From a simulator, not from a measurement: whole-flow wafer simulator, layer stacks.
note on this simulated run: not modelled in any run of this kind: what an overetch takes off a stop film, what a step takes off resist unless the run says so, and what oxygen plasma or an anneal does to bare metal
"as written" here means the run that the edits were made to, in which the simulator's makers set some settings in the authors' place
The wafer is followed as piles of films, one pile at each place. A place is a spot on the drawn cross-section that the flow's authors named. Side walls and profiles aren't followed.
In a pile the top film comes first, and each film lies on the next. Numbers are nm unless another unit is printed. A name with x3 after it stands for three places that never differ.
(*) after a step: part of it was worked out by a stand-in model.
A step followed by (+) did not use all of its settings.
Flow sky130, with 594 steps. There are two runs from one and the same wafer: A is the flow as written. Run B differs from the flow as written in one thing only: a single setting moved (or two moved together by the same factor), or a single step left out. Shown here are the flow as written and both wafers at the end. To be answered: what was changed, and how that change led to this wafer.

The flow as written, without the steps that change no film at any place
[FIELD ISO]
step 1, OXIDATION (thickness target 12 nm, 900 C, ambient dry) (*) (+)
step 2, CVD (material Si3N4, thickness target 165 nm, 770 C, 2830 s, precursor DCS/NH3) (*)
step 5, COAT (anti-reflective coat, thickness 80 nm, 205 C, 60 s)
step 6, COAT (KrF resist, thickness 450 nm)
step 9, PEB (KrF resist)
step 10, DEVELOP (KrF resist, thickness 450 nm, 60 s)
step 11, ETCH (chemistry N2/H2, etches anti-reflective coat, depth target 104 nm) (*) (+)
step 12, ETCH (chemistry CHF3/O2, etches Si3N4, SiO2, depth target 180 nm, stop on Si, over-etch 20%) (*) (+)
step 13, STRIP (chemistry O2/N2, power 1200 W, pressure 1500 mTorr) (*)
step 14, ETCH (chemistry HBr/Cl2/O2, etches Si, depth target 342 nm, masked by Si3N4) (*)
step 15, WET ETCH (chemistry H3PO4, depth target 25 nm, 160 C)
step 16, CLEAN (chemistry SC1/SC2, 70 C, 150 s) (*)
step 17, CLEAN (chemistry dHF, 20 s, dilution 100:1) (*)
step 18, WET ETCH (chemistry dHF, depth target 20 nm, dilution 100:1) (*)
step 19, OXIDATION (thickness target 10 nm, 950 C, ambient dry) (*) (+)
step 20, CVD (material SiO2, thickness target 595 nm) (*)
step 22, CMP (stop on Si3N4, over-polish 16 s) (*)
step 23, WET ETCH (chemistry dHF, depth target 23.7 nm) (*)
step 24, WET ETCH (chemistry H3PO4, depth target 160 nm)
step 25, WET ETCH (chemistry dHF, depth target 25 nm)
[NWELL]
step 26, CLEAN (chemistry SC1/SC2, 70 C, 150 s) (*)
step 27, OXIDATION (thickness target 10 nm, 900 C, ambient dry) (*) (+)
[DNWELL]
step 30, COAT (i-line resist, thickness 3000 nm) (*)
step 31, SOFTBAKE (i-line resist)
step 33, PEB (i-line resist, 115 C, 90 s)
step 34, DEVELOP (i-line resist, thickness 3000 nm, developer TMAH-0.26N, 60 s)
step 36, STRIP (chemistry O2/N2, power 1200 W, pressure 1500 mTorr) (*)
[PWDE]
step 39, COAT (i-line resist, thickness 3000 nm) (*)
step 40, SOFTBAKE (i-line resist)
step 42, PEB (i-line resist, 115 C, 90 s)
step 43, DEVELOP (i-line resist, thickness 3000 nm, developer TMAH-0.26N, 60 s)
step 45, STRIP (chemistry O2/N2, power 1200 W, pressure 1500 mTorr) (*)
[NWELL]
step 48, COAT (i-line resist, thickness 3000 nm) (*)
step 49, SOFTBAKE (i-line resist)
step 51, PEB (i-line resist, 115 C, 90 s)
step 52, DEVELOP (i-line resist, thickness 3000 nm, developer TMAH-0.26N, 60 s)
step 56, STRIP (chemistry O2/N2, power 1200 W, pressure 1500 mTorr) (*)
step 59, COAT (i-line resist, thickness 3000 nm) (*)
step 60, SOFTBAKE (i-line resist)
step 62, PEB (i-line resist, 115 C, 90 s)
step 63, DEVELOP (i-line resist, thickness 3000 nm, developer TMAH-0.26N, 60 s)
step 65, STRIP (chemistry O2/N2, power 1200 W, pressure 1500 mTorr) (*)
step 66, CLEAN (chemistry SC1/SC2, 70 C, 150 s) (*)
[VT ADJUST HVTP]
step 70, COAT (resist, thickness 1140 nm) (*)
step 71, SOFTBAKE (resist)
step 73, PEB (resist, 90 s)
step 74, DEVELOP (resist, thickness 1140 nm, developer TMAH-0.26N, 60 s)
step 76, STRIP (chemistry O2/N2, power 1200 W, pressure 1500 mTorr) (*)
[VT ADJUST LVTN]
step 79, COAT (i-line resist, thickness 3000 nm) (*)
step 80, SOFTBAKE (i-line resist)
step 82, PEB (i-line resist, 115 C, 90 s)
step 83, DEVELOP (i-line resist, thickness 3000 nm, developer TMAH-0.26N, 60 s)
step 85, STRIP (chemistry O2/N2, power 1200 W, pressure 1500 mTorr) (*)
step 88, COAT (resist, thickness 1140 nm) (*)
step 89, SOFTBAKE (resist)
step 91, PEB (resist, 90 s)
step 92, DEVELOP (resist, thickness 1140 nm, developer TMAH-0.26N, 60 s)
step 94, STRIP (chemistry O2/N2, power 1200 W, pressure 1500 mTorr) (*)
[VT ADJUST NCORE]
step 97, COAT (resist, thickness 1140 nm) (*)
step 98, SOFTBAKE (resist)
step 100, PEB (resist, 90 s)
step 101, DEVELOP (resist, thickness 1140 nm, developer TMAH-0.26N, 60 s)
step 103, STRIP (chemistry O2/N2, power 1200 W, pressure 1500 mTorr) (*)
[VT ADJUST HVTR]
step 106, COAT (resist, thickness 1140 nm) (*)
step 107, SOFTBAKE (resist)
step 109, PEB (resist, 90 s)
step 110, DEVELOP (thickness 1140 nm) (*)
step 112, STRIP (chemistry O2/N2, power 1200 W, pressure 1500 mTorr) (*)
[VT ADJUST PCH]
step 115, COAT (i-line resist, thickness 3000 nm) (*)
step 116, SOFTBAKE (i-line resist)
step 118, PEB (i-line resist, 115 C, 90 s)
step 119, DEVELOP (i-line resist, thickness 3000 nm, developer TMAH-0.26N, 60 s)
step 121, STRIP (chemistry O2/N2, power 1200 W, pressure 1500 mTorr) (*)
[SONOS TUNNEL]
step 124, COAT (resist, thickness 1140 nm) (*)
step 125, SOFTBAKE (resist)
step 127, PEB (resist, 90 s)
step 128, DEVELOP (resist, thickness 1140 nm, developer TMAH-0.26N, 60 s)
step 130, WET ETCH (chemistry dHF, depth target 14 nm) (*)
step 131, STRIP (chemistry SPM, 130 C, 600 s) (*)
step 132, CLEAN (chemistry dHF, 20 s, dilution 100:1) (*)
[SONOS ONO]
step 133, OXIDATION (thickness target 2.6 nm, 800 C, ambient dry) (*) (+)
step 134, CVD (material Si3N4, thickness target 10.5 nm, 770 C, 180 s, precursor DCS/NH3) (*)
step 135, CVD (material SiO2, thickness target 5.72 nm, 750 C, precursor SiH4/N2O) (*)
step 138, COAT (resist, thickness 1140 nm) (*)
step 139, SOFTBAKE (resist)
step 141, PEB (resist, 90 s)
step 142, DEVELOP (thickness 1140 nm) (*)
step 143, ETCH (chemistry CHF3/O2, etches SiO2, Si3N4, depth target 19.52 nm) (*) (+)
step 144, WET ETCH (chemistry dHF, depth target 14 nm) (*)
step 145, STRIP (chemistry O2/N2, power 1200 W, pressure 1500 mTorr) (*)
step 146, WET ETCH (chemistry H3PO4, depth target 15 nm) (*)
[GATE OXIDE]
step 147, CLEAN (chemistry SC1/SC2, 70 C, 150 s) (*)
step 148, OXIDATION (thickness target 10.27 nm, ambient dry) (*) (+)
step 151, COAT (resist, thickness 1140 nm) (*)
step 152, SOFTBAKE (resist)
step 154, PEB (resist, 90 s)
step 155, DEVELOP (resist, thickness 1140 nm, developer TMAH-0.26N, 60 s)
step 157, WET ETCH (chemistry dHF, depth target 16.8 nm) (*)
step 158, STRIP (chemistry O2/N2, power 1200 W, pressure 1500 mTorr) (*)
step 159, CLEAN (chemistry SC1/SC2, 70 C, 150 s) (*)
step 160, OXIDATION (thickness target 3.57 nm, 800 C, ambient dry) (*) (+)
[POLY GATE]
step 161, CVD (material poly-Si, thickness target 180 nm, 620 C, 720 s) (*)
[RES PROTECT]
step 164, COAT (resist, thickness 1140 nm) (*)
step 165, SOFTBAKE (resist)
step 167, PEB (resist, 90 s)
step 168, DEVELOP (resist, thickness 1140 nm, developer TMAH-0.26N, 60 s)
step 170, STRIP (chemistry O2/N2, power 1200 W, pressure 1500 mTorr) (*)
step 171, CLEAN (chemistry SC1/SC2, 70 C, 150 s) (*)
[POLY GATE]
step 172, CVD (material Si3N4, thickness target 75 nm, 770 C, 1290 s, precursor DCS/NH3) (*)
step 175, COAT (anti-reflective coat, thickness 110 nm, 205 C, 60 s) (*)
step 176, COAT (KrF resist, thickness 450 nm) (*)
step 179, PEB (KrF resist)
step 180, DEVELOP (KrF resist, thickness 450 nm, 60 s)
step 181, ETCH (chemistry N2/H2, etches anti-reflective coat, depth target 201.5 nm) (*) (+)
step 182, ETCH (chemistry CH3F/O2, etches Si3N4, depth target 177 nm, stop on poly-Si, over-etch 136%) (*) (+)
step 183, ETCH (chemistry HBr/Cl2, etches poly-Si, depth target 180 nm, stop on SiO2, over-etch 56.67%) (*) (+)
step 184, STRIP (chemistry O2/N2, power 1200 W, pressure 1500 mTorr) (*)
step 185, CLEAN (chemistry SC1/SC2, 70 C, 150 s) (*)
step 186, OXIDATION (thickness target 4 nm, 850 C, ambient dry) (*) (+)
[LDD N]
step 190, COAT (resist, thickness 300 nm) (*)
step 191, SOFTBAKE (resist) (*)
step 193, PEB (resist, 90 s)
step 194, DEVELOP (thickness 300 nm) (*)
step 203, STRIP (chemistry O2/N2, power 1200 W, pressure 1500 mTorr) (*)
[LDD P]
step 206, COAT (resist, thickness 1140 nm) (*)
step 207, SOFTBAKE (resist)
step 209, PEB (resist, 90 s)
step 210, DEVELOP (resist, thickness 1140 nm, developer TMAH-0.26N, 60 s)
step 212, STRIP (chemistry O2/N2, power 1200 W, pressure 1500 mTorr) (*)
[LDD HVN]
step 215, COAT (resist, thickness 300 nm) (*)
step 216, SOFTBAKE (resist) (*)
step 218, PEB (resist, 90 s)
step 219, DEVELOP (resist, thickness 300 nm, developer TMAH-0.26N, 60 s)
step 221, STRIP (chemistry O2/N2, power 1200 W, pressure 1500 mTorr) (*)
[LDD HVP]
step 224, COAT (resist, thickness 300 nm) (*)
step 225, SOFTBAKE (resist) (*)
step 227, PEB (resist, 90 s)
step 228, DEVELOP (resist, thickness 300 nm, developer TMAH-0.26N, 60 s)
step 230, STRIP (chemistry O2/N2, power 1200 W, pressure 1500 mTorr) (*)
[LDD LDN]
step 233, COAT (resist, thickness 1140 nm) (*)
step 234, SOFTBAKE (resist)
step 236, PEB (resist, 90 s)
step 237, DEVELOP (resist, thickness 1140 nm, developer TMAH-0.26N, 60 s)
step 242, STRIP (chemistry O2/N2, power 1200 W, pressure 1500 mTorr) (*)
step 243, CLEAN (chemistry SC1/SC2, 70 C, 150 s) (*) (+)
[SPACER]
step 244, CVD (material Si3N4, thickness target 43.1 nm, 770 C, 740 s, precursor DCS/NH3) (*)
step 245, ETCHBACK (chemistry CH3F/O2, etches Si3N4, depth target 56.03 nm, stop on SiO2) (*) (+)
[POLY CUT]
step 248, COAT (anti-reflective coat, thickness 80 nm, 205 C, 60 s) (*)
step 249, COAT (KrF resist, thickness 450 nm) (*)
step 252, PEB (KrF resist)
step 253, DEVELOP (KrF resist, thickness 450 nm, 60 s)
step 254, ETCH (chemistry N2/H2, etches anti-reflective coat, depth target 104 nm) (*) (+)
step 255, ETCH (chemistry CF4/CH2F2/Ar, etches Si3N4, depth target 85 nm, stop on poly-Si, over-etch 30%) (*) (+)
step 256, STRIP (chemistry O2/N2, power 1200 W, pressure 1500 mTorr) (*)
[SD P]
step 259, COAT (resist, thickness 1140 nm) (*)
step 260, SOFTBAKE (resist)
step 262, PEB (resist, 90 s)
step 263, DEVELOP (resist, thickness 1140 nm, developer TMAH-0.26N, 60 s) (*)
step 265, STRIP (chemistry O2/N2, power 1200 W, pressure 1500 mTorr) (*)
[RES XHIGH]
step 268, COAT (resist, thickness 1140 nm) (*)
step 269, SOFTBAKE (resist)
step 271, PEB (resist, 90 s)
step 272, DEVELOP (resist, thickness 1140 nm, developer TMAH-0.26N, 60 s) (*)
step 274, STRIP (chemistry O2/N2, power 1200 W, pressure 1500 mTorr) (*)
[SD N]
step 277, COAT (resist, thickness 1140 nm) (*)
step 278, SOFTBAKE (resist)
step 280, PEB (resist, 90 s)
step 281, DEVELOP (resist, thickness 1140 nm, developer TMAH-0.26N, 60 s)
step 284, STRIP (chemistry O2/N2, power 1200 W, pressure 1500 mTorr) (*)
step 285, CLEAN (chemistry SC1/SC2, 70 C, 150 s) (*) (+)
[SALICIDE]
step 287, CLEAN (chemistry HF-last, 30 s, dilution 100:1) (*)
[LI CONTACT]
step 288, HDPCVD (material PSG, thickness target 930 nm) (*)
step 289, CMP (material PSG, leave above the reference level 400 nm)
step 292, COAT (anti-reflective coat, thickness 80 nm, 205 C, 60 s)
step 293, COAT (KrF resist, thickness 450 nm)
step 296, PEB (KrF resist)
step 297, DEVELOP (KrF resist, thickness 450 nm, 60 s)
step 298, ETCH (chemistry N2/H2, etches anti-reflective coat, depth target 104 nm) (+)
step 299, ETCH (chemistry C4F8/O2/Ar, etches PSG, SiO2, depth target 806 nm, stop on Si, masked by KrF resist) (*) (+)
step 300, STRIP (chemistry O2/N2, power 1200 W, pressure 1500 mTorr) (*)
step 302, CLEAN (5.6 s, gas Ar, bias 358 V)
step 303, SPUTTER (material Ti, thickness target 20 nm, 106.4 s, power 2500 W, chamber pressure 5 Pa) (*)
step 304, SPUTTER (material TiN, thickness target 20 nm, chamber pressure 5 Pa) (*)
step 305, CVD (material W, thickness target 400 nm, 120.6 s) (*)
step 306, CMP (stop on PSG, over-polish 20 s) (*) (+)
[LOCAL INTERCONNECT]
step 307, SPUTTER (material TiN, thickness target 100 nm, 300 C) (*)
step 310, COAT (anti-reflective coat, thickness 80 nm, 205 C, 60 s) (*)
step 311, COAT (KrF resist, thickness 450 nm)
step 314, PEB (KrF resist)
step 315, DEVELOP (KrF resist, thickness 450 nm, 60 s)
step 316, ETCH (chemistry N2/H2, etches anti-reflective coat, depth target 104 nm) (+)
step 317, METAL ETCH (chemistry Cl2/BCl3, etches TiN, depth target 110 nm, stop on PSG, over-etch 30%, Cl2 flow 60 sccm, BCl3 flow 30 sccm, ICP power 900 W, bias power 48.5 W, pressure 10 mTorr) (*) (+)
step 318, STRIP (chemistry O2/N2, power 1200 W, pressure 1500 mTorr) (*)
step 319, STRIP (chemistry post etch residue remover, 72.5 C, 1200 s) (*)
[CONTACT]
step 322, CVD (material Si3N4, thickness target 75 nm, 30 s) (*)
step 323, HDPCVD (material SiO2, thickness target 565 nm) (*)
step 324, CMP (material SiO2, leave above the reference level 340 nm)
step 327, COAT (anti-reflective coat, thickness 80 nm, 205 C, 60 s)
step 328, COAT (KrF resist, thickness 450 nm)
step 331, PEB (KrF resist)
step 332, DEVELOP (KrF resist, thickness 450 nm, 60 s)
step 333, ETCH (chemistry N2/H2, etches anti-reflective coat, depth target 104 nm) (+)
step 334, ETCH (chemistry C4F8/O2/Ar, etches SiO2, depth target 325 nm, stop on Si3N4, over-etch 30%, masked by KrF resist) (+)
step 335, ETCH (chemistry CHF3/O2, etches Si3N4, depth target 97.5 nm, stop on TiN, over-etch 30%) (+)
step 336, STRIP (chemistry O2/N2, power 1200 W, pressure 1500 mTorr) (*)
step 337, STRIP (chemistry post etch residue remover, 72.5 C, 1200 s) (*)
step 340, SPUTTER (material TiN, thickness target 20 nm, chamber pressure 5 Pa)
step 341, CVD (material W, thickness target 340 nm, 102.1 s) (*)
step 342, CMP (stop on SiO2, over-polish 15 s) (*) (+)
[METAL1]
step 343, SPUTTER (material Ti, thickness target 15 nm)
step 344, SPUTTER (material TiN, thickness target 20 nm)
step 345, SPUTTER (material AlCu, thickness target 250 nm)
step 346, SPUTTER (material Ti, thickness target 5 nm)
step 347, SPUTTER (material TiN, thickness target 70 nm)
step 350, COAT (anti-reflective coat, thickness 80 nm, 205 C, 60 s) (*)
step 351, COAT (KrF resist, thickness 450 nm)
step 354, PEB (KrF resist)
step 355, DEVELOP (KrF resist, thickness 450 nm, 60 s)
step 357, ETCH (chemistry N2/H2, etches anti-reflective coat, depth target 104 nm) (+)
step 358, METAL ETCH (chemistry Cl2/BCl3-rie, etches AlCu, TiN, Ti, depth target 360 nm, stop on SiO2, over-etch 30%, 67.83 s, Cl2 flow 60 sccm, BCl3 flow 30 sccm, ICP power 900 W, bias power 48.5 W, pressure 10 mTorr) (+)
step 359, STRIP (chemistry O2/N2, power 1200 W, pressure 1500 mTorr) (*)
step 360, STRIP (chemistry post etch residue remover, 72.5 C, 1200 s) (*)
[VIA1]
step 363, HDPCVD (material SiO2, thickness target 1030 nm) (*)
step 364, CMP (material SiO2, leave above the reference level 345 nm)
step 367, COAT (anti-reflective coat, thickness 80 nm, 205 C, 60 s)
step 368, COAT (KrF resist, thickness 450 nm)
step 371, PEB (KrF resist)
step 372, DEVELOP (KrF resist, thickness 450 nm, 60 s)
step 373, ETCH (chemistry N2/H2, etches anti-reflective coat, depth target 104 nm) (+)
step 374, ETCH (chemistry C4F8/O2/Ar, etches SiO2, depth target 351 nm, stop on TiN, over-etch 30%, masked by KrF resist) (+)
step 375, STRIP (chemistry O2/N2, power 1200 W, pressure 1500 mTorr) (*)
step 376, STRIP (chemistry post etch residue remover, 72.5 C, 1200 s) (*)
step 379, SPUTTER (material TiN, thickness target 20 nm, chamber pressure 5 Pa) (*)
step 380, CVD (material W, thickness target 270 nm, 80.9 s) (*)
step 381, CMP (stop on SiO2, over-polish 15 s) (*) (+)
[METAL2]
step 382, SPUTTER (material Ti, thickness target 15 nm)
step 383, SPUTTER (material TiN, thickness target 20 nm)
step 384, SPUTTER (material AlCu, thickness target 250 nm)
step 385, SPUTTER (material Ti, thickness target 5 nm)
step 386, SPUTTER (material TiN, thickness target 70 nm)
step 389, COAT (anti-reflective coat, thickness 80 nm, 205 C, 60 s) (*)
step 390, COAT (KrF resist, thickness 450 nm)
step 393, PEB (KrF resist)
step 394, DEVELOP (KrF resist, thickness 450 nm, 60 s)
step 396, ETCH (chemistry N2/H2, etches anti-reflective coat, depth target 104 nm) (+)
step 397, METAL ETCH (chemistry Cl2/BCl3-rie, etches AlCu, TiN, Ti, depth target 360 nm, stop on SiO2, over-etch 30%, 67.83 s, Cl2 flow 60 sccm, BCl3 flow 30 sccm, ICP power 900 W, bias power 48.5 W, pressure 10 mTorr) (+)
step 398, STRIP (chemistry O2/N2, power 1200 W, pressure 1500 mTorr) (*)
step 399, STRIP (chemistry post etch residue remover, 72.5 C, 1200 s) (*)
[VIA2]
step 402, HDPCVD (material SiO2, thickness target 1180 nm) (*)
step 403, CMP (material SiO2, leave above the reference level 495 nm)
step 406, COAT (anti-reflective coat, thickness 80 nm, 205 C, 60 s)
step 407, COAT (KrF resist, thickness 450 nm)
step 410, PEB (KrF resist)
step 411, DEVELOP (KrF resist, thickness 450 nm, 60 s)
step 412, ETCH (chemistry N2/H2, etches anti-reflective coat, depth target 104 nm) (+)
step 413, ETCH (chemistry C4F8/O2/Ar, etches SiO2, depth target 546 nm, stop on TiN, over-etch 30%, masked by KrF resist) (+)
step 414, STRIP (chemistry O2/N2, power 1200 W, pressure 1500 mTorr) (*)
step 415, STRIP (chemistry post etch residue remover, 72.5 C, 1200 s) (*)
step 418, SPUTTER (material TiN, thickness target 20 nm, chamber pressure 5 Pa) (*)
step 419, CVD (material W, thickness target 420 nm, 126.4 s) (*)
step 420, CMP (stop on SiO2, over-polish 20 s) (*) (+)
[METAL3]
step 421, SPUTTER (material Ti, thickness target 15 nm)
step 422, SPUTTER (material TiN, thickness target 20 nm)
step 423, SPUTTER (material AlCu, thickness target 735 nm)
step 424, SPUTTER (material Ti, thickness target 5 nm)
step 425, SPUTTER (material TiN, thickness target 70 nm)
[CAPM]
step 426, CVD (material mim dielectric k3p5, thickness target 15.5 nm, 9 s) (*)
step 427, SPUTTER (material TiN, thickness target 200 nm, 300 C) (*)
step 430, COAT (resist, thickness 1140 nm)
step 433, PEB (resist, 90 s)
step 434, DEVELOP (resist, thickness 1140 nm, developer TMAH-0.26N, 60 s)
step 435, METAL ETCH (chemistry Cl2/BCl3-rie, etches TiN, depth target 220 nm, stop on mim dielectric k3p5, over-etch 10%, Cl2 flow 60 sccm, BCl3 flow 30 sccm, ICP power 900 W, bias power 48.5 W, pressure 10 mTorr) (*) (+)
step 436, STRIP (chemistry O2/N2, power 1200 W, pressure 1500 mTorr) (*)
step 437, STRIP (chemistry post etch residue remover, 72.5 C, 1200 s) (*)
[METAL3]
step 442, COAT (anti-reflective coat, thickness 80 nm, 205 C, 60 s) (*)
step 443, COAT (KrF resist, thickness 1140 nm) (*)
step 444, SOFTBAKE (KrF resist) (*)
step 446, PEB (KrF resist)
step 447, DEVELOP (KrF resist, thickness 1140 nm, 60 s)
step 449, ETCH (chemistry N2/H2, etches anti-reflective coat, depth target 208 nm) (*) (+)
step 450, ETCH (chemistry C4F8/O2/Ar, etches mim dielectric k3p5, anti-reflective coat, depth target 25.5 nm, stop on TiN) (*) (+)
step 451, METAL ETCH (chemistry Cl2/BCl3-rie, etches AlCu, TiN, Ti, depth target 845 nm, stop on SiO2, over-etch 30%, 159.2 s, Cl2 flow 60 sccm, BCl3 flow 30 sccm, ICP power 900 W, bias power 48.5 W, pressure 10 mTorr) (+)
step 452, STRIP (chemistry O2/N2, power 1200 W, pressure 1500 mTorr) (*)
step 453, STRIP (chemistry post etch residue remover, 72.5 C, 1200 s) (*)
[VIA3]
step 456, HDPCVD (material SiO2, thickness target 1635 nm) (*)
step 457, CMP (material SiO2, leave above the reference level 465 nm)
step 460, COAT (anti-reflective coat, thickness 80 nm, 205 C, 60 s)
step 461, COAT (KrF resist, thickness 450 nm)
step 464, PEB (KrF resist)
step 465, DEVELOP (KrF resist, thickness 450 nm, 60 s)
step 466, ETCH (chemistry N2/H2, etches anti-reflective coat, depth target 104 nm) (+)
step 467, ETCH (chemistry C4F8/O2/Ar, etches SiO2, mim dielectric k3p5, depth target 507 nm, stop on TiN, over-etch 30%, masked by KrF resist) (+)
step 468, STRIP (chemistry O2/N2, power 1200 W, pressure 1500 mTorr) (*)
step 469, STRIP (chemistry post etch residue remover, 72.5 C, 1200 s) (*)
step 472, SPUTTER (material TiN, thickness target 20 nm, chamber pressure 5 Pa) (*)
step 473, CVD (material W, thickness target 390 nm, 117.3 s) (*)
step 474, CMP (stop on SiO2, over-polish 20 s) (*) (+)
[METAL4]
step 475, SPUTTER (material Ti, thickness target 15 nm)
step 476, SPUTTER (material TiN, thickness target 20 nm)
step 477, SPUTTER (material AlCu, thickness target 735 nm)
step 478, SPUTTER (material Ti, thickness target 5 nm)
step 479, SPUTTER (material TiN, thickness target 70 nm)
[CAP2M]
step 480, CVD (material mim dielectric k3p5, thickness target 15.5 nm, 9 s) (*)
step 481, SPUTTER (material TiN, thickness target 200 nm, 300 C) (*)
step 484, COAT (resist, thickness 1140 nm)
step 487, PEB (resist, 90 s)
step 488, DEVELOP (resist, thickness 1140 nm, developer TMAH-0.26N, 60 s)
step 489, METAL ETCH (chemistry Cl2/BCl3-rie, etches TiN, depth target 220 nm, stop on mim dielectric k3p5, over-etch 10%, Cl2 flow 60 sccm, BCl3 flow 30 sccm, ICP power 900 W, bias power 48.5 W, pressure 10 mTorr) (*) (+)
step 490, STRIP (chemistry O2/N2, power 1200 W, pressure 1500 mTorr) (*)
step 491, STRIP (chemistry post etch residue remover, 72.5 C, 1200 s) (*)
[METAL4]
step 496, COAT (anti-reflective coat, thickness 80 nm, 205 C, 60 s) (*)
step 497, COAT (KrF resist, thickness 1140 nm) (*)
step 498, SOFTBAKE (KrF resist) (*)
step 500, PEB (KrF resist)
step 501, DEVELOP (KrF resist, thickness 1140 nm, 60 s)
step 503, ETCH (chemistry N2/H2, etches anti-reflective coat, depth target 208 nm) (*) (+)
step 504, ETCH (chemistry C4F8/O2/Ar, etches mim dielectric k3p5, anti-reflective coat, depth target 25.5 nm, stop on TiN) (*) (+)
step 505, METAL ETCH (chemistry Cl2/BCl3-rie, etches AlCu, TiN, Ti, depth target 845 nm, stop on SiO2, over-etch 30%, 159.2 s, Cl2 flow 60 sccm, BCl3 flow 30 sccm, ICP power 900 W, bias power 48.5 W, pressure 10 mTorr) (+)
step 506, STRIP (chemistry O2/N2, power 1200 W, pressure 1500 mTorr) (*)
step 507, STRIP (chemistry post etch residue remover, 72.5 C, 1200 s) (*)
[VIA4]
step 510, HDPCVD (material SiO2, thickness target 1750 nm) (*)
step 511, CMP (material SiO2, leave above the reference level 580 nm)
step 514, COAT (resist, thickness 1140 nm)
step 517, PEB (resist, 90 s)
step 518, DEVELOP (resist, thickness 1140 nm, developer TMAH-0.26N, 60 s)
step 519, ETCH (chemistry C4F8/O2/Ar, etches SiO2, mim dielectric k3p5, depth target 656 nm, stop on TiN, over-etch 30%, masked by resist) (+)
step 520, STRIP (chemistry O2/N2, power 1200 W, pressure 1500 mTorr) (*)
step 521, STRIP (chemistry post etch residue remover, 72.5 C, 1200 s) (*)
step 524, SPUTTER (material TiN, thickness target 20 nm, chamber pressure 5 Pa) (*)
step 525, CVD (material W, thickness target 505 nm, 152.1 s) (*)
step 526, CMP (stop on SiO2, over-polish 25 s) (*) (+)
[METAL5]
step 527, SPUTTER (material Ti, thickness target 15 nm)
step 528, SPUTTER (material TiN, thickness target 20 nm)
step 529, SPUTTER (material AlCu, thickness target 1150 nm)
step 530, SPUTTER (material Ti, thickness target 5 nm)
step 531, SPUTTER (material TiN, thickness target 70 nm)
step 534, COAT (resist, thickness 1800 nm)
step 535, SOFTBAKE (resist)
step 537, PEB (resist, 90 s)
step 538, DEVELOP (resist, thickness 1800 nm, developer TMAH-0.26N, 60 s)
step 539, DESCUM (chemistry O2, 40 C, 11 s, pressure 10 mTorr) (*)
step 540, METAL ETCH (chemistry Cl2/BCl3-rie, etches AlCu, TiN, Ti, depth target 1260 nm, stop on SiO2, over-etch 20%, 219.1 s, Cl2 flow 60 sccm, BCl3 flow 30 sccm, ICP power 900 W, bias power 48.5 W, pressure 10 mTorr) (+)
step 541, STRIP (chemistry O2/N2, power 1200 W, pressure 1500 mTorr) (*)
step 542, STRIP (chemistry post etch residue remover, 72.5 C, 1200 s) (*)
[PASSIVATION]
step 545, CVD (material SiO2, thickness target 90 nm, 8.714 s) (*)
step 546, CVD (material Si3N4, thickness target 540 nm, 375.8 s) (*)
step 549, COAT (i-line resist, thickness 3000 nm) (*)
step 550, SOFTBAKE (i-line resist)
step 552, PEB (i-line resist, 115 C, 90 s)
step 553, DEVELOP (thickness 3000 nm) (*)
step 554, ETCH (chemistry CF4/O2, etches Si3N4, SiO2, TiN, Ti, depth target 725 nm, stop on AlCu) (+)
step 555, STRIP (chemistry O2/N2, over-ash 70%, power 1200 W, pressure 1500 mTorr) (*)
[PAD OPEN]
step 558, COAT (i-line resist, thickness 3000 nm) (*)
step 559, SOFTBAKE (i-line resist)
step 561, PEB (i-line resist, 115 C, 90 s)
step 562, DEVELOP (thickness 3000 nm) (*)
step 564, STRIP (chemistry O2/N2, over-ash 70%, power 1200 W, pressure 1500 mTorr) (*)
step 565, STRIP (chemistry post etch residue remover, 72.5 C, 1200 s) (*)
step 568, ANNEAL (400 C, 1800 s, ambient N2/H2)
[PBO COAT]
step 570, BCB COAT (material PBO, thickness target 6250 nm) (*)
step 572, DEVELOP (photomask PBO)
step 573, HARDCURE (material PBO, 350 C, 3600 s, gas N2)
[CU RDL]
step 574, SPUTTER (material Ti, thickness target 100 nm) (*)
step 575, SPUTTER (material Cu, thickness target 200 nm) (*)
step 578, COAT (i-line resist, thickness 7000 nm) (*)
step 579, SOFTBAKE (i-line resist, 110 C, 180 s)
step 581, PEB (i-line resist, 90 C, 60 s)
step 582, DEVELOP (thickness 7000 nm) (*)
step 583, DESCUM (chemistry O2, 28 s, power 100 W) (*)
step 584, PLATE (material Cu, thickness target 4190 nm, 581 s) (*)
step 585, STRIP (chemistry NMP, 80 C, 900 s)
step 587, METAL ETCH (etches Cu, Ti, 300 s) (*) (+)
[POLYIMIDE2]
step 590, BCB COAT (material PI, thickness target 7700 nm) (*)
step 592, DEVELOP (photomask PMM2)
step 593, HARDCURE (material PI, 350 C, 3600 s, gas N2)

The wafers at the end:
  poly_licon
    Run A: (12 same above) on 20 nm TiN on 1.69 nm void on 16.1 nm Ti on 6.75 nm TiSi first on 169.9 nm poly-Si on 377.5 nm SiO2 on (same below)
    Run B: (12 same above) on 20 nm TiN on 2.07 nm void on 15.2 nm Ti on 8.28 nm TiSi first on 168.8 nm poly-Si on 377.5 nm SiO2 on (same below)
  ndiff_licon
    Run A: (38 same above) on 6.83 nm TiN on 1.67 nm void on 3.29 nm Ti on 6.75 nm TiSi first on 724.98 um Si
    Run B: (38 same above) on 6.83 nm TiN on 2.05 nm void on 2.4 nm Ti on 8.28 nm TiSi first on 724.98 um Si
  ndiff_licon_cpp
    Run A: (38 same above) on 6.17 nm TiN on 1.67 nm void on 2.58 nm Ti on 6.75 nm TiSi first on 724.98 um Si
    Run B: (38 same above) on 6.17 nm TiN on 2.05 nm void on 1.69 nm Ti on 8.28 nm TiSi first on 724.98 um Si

The reason: step 568, ANNEAL: 412 C was run, whereas the flow has 400 C.

Step by step, how the change led to this:
  step 568, ANNEAL (400 C, 1800 s, ambient N2/H2)
      poly_licon, rpo_hd_licon: A under 11 films: +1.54 void (new film), -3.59 Ti, +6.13 TiSi first (new film), -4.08 poly-Si | B under 11 films: +1.95 void (new film), -4.55 Ti, +7.78 TiSi first (new film), -5.18 poly-Si
      ndiff_licon, ndiff_licon_cpp: A under 37 films: +1.52 void (new film), -3.59 Ti, +6.13 TiSi first (new film), -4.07 Si | B under 37 films: +1.93 void (new film), -4.55 Ti, +7.78 TiSi first (new film), -5.16 Si
